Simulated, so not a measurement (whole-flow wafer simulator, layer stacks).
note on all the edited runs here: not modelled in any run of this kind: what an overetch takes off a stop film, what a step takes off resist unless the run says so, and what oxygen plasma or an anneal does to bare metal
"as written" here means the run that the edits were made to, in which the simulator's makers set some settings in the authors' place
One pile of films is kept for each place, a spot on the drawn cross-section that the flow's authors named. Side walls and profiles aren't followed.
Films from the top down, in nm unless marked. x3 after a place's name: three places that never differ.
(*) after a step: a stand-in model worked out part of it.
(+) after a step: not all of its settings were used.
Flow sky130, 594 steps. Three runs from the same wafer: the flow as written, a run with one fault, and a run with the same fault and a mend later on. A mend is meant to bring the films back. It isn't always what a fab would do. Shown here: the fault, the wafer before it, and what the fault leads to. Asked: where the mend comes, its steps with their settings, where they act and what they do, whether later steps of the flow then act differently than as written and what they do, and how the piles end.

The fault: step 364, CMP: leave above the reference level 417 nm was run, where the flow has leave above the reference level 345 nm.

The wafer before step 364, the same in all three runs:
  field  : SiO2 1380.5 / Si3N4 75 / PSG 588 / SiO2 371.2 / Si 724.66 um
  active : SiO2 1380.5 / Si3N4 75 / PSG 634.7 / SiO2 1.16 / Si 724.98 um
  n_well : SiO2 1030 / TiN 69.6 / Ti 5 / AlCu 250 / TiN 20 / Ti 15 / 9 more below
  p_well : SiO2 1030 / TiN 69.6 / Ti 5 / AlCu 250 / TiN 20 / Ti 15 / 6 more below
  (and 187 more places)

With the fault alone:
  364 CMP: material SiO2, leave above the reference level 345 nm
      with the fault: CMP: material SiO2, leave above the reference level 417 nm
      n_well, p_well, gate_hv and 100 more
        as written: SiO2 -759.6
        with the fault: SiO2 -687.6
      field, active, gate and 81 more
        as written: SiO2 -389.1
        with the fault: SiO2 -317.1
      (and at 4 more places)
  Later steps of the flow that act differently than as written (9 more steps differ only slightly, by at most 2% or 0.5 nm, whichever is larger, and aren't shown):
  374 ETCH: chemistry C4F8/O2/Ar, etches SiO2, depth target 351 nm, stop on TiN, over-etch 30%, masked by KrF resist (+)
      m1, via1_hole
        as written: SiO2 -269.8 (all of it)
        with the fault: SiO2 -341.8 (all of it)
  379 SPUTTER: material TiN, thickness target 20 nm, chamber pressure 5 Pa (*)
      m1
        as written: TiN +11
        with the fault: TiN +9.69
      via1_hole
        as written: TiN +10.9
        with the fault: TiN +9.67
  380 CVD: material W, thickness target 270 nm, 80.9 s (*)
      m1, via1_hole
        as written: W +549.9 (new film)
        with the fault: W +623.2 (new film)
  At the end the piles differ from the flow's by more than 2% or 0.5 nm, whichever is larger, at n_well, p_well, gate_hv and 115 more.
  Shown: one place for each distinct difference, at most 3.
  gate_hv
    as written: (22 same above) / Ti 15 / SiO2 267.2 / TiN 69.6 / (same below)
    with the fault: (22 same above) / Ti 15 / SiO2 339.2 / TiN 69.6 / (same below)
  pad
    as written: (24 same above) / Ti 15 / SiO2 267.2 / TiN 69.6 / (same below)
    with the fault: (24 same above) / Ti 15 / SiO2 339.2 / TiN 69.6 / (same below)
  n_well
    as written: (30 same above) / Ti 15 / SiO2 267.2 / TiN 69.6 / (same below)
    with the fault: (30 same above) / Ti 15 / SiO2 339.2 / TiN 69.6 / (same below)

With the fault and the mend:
  The mend comes after step 364.
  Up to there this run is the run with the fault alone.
  364a CMP: material SiO2, leave above the reference level 345 nm (the flow's step 364 once more)
      field, active, n_well and 188 more
        SiO2 -72
  No later step of the flow acts differently than as written at any place that is followed.
  At the end the piles are the same as the flow's at every place that both follow.
